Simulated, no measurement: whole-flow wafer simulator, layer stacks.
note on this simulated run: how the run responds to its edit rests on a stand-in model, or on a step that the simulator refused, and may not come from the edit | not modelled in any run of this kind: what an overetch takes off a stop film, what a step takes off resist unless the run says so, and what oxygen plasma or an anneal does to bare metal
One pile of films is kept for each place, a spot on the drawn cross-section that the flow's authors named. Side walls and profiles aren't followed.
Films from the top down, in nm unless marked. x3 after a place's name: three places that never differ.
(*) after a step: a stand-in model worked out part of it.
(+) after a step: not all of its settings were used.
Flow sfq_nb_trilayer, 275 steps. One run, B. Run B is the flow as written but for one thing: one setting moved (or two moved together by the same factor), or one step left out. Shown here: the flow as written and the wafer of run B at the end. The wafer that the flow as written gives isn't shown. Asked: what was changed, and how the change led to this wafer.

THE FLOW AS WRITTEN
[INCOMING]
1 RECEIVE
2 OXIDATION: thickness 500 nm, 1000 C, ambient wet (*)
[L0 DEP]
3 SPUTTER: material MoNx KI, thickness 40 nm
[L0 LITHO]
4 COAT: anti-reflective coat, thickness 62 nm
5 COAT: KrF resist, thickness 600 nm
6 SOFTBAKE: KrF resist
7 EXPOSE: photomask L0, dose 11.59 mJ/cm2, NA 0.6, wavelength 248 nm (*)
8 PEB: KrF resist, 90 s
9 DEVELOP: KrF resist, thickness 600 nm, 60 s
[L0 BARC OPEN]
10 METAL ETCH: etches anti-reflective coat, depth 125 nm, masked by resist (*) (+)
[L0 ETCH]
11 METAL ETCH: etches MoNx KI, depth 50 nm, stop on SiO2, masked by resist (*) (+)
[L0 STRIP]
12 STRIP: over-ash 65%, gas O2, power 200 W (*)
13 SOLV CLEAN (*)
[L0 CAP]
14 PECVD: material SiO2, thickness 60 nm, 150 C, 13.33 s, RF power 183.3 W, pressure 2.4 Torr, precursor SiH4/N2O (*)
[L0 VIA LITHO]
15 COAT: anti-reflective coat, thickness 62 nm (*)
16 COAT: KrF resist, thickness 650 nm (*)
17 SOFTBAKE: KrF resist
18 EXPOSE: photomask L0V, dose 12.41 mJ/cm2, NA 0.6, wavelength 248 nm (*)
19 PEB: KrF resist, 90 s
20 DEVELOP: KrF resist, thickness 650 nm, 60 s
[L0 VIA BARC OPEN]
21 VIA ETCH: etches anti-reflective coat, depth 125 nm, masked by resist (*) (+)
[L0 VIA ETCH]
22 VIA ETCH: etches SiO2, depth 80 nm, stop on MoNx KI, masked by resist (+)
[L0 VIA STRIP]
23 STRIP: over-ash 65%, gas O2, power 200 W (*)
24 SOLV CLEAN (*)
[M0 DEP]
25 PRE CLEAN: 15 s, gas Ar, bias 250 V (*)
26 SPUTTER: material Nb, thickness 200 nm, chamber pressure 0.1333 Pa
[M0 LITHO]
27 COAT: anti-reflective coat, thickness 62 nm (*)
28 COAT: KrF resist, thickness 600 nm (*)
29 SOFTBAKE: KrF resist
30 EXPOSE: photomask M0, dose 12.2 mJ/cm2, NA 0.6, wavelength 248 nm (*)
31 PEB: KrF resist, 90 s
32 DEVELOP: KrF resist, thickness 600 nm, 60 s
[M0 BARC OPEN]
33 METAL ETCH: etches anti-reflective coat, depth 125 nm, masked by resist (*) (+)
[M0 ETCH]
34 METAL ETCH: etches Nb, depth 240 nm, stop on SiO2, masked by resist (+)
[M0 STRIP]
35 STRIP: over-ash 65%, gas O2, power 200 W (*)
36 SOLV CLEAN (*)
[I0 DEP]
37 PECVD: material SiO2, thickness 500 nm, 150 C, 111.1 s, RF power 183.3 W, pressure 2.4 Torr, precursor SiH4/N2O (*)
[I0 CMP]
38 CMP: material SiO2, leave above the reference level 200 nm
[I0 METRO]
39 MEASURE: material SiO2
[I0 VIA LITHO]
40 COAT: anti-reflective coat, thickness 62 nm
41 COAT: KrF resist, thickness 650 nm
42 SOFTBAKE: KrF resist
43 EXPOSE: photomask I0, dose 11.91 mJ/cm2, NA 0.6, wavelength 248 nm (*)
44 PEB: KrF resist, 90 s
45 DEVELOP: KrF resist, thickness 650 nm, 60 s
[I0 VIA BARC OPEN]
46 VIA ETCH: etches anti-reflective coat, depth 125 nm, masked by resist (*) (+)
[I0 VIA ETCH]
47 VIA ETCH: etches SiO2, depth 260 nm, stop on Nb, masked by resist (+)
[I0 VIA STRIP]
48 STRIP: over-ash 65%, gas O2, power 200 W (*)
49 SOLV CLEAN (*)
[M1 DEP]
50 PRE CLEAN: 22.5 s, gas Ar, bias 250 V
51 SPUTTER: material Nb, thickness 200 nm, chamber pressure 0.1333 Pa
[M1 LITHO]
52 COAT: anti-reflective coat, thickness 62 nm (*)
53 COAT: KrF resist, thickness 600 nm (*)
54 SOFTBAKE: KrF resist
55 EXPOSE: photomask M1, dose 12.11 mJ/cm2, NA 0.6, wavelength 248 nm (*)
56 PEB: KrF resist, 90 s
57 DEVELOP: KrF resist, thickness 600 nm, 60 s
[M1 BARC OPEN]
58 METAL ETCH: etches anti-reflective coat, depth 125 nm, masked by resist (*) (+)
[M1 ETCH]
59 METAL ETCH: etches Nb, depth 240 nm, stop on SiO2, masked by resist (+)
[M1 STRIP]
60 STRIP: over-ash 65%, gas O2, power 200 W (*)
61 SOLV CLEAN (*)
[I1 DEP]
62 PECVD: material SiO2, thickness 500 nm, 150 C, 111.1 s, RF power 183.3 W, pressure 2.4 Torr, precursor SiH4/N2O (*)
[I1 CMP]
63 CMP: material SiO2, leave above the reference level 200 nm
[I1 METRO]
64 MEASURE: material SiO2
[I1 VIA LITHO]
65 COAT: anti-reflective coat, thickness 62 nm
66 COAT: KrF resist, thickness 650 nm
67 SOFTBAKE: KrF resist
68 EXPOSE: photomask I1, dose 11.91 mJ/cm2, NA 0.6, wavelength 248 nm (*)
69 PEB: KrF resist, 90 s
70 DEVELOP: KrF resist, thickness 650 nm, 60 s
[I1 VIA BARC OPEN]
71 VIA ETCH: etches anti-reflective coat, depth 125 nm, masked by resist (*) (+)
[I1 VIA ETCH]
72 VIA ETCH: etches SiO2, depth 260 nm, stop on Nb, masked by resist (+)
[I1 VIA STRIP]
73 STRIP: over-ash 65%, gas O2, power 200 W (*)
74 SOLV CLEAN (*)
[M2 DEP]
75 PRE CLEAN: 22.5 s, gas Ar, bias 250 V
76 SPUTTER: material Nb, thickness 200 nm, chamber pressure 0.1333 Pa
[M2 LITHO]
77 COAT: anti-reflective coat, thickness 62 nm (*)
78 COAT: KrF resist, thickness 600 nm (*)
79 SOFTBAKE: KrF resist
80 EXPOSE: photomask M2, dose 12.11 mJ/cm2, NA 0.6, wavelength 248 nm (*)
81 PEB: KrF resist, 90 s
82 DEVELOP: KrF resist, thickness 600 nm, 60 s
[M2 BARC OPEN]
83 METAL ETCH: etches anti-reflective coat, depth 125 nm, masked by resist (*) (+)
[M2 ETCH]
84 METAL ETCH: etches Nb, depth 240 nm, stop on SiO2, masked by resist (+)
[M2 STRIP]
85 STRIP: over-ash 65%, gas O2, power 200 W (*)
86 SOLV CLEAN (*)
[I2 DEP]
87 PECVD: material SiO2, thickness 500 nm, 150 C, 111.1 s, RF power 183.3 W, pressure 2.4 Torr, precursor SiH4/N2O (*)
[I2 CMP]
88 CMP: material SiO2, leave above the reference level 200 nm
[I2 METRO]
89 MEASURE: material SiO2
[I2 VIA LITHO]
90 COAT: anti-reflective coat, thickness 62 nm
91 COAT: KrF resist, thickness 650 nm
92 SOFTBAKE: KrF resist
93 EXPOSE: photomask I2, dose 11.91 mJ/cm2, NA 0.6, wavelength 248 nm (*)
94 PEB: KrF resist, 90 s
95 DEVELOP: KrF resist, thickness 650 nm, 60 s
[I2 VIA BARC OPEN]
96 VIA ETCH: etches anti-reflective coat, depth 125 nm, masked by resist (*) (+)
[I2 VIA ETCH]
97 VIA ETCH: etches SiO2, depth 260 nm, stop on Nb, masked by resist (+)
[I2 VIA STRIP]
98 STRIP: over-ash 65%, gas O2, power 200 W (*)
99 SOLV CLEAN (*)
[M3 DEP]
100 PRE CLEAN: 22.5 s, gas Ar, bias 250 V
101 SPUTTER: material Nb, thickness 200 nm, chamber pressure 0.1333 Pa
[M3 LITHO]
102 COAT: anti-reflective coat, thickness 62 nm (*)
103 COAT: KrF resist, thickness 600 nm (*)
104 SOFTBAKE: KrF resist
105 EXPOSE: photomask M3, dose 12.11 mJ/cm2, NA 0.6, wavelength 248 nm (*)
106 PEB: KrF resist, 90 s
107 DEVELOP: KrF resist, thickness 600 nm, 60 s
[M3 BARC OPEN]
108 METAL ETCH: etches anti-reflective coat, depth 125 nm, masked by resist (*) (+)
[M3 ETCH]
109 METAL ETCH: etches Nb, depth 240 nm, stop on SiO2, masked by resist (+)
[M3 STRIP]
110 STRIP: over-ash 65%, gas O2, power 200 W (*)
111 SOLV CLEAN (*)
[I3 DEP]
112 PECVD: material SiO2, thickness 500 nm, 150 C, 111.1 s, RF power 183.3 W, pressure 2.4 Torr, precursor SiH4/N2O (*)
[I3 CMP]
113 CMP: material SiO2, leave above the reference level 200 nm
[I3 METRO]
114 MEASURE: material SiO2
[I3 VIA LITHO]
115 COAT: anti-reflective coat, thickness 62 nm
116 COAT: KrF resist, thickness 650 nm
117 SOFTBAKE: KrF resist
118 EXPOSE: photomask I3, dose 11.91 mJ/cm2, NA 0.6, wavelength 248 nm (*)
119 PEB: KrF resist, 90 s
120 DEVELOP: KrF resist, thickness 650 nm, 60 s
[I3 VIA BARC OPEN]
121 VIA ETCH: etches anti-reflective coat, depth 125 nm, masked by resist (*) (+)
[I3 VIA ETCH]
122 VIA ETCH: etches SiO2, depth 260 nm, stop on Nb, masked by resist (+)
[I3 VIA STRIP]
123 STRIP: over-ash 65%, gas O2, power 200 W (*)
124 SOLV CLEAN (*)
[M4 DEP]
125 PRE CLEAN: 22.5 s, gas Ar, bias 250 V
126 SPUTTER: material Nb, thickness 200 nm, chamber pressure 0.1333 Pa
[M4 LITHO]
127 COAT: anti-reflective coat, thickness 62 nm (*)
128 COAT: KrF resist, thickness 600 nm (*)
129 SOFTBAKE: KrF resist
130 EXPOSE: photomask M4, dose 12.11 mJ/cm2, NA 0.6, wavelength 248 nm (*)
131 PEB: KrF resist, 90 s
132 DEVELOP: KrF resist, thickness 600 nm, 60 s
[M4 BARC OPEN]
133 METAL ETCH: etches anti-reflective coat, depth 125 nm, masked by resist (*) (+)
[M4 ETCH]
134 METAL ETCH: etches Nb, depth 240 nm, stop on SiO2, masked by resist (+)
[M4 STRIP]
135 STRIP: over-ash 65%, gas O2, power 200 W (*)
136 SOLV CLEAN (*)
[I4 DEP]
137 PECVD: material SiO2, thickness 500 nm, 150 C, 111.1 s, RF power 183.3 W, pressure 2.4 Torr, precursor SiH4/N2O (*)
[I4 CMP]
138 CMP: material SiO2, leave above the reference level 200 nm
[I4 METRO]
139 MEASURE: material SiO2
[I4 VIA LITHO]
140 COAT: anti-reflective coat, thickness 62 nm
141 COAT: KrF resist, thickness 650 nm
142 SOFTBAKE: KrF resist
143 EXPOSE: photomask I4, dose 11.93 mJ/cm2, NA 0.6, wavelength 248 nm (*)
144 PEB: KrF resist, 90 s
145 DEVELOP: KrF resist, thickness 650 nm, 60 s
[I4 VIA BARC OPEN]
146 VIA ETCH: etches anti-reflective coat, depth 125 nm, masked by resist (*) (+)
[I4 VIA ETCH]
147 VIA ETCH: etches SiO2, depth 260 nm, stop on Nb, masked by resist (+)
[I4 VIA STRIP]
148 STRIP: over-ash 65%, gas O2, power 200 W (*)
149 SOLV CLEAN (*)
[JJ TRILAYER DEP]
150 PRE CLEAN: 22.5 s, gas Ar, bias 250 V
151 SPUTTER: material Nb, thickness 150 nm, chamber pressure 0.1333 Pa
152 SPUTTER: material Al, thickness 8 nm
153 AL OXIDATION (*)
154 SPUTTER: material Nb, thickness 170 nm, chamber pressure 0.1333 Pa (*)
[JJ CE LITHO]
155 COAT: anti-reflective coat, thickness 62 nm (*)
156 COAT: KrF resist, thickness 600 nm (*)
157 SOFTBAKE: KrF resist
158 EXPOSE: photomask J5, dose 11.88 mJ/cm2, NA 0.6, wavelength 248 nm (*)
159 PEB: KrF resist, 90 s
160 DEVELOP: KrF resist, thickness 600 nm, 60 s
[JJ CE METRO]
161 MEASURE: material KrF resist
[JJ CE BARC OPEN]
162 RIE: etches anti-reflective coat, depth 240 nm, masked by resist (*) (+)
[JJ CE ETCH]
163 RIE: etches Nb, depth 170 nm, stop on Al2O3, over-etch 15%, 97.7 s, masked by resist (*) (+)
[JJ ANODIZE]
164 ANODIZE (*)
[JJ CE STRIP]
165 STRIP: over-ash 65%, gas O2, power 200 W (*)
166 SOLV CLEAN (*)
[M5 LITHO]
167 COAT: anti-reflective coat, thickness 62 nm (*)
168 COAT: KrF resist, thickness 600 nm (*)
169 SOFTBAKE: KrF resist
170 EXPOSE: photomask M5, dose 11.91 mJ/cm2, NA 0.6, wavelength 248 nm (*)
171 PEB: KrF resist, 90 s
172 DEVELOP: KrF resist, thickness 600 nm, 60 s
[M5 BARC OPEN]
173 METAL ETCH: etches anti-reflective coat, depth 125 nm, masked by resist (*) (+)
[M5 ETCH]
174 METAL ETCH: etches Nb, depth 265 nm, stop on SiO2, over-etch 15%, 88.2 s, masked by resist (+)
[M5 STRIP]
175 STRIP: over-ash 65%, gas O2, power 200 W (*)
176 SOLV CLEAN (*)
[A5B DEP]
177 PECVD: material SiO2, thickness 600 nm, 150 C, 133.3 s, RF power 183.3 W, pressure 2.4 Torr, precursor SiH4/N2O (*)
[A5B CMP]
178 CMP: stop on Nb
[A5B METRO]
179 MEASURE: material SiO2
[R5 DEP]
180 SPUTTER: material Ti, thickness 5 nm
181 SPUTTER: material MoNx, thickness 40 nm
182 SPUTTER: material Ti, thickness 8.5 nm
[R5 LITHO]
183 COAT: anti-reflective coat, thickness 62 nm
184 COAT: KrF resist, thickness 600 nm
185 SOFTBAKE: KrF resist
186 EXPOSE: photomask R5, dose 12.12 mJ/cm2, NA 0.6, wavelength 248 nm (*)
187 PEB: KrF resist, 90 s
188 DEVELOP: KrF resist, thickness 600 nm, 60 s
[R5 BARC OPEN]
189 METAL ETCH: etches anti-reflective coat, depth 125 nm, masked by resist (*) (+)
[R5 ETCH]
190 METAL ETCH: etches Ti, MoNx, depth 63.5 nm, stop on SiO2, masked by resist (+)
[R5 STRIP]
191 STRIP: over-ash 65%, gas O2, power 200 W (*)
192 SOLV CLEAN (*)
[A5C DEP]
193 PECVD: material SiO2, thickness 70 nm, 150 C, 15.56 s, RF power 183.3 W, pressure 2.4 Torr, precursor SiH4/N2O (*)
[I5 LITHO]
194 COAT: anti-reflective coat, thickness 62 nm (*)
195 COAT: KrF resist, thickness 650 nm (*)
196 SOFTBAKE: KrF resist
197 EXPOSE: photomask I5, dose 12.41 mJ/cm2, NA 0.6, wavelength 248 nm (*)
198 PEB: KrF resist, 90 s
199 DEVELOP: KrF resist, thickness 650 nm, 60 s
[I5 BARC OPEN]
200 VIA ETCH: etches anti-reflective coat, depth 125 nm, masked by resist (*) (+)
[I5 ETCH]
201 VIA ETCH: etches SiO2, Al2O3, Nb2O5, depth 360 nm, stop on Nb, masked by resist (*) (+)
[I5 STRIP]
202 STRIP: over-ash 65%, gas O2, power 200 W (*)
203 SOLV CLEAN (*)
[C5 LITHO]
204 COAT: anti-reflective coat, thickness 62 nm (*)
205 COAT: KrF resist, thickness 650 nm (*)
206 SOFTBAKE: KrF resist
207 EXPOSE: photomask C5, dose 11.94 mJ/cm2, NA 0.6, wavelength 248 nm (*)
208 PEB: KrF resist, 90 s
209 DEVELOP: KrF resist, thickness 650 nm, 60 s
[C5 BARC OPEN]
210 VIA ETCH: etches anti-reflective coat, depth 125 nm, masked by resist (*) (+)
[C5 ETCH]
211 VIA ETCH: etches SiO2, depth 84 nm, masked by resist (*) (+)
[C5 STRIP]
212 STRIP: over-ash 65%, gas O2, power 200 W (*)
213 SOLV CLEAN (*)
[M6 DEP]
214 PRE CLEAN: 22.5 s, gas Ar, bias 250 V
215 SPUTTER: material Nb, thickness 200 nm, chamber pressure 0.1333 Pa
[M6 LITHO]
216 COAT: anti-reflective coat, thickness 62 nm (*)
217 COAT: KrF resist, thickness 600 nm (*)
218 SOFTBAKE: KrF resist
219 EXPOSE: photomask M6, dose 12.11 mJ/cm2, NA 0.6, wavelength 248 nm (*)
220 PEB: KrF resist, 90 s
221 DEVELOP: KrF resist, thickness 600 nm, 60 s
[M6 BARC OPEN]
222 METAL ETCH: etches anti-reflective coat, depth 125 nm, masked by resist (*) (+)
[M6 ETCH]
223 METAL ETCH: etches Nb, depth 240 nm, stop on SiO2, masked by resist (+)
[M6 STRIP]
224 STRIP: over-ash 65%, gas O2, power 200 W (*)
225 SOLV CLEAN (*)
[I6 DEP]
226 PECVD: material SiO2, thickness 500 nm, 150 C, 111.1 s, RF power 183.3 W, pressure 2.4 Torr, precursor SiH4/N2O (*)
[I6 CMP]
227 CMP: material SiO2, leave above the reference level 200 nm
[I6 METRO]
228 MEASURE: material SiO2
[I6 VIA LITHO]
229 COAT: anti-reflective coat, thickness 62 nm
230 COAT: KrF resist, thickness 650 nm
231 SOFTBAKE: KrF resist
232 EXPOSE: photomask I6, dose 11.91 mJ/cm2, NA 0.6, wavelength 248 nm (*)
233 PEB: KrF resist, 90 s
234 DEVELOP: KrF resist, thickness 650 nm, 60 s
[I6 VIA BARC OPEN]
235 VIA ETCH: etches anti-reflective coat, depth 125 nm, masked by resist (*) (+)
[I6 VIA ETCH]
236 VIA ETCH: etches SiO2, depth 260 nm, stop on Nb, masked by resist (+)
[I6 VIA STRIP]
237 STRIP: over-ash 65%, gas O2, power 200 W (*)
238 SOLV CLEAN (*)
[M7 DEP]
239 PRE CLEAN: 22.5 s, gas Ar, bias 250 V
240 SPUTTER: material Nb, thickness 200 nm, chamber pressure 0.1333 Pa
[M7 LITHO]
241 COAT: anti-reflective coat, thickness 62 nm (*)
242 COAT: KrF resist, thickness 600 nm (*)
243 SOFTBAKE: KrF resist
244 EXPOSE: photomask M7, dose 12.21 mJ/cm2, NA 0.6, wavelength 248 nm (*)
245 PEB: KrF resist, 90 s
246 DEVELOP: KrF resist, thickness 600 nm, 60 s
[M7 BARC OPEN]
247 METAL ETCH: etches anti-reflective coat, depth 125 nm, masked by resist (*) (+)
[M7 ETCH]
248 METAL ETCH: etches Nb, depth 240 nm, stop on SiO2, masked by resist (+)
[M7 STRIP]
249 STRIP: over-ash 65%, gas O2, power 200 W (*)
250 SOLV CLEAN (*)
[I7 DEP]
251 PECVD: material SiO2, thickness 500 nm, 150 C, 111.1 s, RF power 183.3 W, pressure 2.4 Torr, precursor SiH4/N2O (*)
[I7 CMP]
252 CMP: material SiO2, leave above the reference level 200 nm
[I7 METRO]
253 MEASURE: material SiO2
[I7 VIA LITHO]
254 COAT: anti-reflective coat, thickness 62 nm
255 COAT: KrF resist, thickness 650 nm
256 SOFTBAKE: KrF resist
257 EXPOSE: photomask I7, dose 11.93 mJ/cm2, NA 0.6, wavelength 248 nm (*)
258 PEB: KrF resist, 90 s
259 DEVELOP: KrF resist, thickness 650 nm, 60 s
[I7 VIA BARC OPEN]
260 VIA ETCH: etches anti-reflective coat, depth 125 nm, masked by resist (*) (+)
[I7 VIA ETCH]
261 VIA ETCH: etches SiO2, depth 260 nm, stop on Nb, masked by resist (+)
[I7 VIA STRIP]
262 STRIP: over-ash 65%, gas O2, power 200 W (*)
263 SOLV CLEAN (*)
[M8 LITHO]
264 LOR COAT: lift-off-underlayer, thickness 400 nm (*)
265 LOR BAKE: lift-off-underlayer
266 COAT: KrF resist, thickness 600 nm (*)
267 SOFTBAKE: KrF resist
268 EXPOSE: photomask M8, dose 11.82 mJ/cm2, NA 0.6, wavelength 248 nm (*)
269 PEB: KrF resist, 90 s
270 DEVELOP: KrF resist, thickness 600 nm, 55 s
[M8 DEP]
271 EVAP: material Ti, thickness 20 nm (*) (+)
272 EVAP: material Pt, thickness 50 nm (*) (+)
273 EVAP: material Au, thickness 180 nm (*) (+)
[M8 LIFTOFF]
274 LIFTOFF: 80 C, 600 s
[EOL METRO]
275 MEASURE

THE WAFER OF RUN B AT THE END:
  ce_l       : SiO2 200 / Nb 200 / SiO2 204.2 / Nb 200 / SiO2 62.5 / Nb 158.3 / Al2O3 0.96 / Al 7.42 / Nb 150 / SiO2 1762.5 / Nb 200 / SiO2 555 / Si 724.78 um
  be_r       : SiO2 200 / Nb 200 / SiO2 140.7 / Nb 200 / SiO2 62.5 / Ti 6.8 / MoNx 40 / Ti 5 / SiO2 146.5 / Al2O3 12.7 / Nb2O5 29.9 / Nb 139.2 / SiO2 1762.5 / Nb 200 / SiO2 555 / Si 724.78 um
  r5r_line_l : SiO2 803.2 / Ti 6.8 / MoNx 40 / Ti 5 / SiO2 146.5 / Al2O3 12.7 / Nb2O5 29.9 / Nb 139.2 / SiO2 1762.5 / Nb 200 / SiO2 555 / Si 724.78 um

The cause: step 182, SPUTTER: thickness 6.8 nm was run, where the flow has thickness 8.5 nm.
It can be read off the wafer: be_r has Ti 6.8, and step 182 as written asks for 8.5 nm.

How the change led to this, step by step:
  182 SPUTTER: material Ti, thickness 8.5 nm
      field_l, v_sur, via_wl and 103 more: Ti +6.8 (new film) (as written it would be: Ti +8.5 (new film))
  190 METAL ETCH: etches Ti, MoNx, depth 63.5 nm, stop on SiO2, masked by resist (+)
      field_l, v_sur, via_wl and 92 more: Ti -6.8 (all of it), MoNx -40 (all of it), Ti -5 (all of it) (as written it would be: Ti -8.5 (all of it), MoNx -40 (all of it), Ti -5 (all of it))
      ce_l, c5j, ce_r, wl_jj: Ti -6.8 (all of it), MoNx -40 (all of it), Ti -5 (all of it), Nb -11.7 (as written it would be: Ti -8.5 (all of it), MoNx -40 (all of it), Ti -5 (all of it), Nb -10)
